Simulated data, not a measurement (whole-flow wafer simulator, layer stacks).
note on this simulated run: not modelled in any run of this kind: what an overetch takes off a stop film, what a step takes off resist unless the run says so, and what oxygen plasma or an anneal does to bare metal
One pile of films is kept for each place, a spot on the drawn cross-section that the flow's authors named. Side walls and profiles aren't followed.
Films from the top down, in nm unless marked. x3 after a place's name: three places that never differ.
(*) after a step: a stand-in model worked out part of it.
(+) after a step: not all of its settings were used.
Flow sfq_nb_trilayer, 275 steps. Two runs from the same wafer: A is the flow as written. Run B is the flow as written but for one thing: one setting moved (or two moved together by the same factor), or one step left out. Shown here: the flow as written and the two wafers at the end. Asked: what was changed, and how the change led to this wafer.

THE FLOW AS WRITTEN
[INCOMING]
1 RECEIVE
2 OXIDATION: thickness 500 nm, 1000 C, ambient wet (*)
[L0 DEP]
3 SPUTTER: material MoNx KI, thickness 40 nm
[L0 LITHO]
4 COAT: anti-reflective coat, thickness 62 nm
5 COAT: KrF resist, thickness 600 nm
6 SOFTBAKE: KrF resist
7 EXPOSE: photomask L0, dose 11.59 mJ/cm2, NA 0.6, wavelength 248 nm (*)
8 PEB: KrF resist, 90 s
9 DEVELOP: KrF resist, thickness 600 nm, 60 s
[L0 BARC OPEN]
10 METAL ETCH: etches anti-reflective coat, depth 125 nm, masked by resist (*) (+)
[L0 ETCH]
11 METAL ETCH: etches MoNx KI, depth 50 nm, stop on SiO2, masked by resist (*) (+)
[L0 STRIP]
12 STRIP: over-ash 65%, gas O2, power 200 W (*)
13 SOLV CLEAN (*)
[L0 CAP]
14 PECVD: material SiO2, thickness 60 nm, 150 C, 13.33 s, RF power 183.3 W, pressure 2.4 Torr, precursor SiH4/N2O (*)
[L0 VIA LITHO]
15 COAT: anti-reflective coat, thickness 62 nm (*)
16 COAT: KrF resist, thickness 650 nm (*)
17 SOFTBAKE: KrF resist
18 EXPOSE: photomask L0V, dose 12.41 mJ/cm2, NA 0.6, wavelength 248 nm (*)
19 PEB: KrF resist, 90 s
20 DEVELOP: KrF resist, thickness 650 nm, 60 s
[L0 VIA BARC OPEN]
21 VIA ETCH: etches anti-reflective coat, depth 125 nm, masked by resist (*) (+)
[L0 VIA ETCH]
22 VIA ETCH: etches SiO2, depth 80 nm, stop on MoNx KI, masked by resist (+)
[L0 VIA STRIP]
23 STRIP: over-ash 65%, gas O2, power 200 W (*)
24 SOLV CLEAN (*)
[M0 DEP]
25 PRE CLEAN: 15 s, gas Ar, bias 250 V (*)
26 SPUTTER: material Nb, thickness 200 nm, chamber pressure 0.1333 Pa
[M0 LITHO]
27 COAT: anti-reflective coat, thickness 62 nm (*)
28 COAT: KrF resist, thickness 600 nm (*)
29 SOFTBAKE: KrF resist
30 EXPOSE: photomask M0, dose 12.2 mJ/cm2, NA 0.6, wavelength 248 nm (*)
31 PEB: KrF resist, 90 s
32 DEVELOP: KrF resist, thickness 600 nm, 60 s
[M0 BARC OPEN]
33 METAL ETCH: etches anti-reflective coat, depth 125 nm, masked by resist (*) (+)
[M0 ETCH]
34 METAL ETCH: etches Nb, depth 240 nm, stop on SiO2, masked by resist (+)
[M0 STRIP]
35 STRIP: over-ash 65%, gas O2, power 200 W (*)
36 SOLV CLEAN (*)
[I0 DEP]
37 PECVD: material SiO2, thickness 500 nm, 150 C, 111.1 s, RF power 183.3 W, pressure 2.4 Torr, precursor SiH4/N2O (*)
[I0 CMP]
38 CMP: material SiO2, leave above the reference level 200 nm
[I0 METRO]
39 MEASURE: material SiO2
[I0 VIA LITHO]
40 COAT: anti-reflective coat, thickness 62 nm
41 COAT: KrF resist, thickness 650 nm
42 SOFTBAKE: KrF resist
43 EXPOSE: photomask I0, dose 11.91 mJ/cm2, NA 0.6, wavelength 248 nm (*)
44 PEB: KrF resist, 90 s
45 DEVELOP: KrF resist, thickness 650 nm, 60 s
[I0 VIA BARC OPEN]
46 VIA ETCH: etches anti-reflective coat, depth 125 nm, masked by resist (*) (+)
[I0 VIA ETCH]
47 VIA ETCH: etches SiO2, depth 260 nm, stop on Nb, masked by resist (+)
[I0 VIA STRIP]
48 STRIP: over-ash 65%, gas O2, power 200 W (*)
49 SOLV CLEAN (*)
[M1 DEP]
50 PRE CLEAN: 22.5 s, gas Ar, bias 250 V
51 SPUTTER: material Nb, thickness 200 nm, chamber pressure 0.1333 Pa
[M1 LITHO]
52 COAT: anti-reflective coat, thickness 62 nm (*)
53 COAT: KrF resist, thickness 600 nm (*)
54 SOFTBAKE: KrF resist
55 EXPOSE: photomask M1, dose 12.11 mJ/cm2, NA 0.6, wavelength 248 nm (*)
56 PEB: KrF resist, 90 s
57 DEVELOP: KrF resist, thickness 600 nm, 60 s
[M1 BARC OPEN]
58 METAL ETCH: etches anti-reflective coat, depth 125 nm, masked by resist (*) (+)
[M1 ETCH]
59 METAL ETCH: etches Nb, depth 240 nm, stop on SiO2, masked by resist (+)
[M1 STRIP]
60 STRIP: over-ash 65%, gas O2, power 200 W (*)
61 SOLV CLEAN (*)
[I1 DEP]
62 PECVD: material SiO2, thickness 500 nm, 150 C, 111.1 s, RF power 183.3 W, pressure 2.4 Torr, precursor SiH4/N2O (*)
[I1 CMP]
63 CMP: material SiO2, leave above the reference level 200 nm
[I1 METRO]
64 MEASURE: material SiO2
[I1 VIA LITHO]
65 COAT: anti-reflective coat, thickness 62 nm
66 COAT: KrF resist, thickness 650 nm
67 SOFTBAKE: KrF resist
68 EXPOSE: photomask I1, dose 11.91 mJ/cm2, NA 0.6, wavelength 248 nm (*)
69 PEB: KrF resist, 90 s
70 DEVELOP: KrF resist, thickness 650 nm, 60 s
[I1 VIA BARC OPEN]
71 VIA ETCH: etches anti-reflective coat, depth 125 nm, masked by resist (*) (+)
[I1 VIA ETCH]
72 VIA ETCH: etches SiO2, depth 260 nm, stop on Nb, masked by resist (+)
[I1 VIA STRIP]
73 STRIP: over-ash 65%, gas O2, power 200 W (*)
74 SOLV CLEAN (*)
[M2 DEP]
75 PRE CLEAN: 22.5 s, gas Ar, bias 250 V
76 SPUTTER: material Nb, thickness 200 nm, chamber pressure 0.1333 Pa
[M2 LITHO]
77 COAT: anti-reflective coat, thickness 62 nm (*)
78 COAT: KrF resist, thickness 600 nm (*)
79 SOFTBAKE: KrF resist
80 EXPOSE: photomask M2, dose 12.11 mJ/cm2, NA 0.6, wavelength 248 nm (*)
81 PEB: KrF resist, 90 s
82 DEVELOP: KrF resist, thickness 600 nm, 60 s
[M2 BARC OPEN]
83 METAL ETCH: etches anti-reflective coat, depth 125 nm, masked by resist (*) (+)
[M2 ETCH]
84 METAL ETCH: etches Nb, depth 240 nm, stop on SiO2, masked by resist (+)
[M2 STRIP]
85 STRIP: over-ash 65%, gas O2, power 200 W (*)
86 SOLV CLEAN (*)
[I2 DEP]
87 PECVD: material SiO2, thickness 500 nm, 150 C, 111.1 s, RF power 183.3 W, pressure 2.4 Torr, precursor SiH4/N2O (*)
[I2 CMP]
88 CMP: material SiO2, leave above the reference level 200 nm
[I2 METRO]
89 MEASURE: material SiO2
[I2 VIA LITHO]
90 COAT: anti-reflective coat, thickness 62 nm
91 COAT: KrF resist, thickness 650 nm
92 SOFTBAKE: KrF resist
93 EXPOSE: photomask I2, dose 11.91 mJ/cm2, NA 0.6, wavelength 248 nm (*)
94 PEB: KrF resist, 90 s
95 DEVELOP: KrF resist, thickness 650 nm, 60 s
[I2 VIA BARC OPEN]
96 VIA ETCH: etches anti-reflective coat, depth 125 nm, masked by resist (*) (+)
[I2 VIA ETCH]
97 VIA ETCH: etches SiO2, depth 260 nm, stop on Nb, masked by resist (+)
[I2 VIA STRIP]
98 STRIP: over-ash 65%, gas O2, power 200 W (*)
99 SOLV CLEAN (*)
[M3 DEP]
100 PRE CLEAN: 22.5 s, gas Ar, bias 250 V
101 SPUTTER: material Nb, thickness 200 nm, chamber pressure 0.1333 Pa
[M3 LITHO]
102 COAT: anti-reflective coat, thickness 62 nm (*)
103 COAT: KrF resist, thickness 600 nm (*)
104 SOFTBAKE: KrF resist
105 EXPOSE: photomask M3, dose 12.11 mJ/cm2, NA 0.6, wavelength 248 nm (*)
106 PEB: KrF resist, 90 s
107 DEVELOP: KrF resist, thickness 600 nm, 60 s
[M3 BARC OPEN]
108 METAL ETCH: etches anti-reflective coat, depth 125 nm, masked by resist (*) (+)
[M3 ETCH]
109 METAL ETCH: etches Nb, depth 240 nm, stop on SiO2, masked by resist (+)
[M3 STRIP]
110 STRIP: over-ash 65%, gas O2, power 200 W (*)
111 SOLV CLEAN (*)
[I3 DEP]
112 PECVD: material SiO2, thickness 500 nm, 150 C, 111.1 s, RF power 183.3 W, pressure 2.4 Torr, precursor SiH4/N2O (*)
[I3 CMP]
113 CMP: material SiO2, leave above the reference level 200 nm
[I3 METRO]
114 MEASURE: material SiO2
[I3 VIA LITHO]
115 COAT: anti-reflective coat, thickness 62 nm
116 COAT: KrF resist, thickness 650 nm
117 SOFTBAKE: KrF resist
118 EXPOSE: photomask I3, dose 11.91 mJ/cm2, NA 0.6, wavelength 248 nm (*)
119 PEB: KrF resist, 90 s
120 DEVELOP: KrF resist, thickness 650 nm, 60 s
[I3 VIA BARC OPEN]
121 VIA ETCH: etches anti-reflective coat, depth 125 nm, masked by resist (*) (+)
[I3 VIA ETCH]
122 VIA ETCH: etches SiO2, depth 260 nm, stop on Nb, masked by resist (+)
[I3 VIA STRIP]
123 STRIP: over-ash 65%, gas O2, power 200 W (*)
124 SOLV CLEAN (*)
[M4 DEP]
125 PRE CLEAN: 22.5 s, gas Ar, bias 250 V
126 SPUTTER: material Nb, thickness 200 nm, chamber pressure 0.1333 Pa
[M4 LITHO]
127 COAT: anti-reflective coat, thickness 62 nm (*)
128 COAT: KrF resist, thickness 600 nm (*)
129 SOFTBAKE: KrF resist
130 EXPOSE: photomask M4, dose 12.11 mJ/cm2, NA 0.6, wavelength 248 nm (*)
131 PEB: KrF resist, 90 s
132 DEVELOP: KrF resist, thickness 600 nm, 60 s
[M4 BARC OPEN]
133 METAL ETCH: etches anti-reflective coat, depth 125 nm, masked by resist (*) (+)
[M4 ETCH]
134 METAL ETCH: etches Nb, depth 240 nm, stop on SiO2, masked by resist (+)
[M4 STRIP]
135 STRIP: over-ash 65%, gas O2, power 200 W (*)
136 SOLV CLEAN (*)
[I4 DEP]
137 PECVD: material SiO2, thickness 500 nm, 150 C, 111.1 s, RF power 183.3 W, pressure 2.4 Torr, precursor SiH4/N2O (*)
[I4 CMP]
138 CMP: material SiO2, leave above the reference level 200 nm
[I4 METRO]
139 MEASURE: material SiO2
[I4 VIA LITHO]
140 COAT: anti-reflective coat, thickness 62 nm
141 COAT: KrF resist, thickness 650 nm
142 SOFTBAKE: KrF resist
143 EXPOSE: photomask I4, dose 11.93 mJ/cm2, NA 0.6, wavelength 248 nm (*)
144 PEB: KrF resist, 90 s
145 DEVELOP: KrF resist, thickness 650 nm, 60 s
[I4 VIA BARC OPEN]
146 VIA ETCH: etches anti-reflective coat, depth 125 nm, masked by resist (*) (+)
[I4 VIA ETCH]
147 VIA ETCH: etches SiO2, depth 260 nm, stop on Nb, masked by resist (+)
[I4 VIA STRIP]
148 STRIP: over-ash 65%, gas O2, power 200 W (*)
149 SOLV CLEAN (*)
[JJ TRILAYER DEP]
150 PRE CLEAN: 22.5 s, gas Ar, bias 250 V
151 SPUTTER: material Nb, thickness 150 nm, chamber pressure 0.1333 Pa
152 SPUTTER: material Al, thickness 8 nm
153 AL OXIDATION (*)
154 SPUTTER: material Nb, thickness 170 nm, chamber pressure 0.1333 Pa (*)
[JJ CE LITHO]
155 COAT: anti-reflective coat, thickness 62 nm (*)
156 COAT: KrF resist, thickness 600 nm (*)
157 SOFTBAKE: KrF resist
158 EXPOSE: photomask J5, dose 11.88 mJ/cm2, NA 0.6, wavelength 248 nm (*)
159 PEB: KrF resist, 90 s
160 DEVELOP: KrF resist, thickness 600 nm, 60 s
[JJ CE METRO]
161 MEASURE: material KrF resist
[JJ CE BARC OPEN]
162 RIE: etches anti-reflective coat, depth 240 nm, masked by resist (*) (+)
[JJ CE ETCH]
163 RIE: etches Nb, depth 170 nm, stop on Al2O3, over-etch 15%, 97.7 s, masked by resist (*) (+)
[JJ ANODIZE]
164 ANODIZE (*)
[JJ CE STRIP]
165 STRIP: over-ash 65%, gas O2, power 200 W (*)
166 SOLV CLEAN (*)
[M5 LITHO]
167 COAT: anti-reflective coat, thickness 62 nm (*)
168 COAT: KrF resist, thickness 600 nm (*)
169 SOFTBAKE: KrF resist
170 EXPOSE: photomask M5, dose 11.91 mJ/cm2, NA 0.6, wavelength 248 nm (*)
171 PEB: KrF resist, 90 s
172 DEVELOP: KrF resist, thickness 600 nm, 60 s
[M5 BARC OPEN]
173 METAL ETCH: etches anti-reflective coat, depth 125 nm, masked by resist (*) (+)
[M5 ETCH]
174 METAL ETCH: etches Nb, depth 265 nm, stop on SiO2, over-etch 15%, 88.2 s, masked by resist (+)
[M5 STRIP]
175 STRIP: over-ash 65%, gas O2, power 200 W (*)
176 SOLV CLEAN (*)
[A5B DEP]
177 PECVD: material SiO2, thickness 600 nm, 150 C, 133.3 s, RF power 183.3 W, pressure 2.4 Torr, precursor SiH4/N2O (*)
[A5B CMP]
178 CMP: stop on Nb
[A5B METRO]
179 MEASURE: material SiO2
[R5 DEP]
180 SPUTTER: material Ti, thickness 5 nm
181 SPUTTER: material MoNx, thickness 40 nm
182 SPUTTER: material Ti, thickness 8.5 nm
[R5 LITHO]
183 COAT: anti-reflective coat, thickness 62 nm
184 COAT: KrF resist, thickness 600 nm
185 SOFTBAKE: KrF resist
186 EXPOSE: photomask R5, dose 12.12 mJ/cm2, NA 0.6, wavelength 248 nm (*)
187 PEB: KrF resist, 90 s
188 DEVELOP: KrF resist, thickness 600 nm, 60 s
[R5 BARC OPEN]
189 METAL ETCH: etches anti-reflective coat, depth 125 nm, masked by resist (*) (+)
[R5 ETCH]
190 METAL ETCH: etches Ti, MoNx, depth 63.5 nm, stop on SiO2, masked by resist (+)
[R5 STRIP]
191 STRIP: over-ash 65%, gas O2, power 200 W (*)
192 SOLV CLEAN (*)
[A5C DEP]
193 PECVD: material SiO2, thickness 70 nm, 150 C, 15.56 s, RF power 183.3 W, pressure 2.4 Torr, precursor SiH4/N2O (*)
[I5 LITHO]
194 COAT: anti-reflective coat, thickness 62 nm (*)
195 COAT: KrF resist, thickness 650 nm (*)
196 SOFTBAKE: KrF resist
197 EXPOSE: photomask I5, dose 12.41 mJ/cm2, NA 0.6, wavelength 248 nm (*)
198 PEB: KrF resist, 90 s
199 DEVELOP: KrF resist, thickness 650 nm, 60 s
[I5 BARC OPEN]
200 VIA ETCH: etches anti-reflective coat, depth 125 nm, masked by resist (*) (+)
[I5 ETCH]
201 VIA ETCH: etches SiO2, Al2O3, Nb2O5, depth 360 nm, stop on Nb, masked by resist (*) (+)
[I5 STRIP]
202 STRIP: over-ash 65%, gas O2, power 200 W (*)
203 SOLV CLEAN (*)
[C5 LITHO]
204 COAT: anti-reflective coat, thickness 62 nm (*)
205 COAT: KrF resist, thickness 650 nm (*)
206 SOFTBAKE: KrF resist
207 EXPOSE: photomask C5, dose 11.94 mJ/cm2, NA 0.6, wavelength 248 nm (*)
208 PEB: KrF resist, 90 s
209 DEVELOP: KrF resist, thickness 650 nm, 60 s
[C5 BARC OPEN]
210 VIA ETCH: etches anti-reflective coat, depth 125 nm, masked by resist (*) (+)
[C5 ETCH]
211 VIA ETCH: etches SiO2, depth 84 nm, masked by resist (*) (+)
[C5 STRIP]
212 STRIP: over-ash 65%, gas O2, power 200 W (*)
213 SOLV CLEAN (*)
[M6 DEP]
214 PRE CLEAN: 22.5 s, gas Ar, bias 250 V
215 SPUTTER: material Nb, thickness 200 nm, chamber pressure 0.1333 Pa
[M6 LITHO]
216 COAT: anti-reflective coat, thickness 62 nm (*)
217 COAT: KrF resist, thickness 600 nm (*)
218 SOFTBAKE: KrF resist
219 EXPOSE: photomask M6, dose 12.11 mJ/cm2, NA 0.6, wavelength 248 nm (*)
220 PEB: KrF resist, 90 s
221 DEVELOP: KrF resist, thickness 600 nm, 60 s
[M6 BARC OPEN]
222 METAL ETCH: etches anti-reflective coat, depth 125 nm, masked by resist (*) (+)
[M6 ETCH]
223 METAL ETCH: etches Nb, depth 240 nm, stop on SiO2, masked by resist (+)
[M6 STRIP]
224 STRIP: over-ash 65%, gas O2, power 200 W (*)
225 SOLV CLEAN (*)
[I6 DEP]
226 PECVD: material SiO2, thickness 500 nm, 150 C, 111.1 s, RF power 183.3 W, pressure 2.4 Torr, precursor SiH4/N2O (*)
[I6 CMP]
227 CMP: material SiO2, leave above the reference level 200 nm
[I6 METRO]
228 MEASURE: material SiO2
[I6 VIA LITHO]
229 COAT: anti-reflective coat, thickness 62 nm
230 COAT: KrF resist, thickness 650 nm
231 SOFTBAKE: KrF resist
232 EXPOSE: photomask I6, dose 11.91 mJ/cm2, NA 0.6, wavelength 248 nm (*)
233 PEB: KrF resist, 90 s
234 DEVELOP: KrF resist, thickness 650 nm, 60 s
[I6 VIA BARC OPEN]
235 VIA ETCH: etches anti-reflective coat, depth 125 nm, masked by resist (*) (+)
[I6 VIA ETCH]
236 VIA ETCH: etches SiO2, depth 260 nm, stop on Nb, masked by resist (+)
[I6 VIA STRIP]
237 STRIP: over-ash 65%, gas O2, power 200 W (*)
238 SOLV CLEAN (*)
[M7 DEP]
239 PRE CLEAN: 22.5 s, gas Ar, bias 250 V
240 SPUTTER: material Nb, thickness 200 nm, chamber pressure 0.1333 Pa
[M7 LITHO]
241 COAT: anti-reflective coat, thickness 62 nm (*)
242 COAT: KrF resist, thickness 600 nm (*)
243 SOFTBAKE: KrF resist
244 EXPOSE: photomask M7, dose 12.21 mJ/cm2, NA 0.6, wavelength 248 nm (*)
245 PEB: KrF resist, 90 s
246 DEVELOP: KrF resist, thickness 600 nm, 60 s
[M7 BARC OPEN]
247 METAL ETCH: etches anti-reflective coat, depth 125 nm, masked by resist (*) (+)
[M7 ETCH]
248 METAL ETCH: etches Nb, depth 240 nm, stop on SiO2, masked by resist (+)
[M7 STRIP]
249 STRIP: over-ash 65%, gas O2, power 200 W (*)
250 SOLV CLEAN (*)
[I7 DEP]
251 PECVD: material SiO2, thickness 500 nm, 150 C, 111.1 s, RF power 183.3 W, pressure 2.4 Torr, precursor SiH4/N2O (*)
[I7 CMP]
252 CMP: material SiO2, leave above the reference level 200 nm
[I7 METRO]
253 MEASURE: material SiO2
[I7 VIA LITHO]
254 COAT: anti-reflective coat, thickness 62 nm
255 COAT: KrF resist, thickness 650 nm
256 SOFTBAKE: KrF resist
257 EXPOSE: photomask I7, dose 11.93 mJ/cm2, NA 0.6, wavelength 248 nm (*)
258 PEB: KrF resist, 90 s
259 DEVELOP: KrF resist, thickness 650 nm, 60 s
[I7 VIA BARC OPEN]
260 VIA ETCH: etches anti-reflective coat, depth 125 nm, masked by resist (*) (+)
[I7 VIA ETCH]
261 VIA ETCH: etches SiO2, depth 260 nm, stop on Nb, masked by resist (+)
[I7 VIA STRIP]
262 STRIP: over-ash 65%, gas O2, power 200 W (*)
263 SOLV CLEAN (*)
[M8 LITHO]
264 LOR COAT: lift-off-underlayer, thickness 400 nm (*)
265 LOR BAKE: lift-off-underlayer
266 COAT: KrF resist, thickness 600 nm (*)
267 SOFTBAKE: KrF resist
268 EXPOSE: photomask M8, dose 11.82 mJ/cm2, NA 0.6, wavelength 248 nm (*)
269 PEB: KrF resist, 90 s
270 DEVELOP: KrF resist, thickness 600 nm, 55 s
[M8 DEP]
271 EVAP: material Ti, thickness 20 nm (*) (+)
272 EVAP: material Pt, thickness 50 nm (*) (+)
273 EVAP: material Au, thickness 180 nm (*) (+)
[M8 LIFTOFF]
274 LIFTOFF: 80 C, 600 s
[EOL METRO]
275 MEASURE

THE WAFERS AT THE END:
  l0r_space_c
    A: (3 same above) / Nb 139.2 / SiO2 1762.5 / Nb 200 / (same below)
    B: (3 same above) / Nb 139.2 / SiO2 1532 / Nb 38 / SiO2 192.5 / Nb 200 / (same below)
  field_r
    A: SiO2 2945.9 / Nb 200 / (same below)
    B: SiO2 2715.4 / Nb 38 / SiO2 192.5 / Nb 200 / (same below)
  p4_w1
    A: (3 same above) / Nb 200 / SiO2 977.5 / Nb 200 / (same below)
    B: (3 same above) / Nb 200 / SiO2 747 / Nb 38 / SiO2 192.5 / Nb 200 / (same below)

The cause: step 59, METAL ETCH: depth 162 nm was run, where the flow has depth 240 nm.

How the change led to this, step by step:
  59 METAL ETCH: etches Nb, depth 240 nm, stop on SiO2, masked by resist (+)
      field_l, be, be_sur and 79 more: A Nb -200 (all of it) | B Nb -162
      v_sur, via_wl, via_w and 21 more: A KrF resist -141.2 | B KrF resist -95.3
  60 STRIP: over-ash 65%, gas O2, power 200 W (*)
      wl_j_sl, wl_jj, wl_j_sr and 13 more: A KrF resist -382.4 (all of it), anti-reflective coat -62 (all of it) | B KrF resist -428.3 (all of it), anti-reflective coat -62 (all of it)
      v_sur: A KrF resist -365.9 (all of it), anti-reflective coat -61.1 (all of it) | B KrF resist -411.7 (all of it), anti-reflective coat -61.1 (all of it)
      (and at 7 more places)
  62 PECVD: material SiO2, thickness 500 nm, 150 C, 111.1 s, RF power 183.3 W, pressure 2.4 Torr, precursor SiH4/N2O (*)
      field_l, be, be_sur and 72 more: A SiO2 +500 | B SiO2 +500 (new film)
      lsp_m, ln_m6, lsp_r, l0_sur, l0v: A SiO2 +494.9 | B SiO2 +500 (new film)
      (and at 2 more places)
  63 CMP: material SiO2, leave above the reference level 200 nm
      field_l, be, be_sur and 72 more: A SiO2 -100 | B SiO2 -138
      lsp_m, ln_m6, lsp_r, l0_sur, l0v: A SiO2 -94.9 | B SiO2 -138
Counting metal films that touch as one body, l0r_space_c has 3 bodies (between them, from the top down: SiO2 1532; SiO2 192.5); the flow as written gives 2 bodies (between them, from the top down: SiO2 1762.5).
Counting metal films that touch as one body, field_r has 2 bodies (between them, from the top down: SiO2 192.5); the flow as written gives 1 body.
Counting metal films that touch as one body, p4_w1 has 4 bodies (between them, from the top down: SiO2 192.5; SiO2 747; SiO2 192.5); the flow as written gives 3 bodies (between them, from the top down: SiO2 192.5; SiO2 977.5).
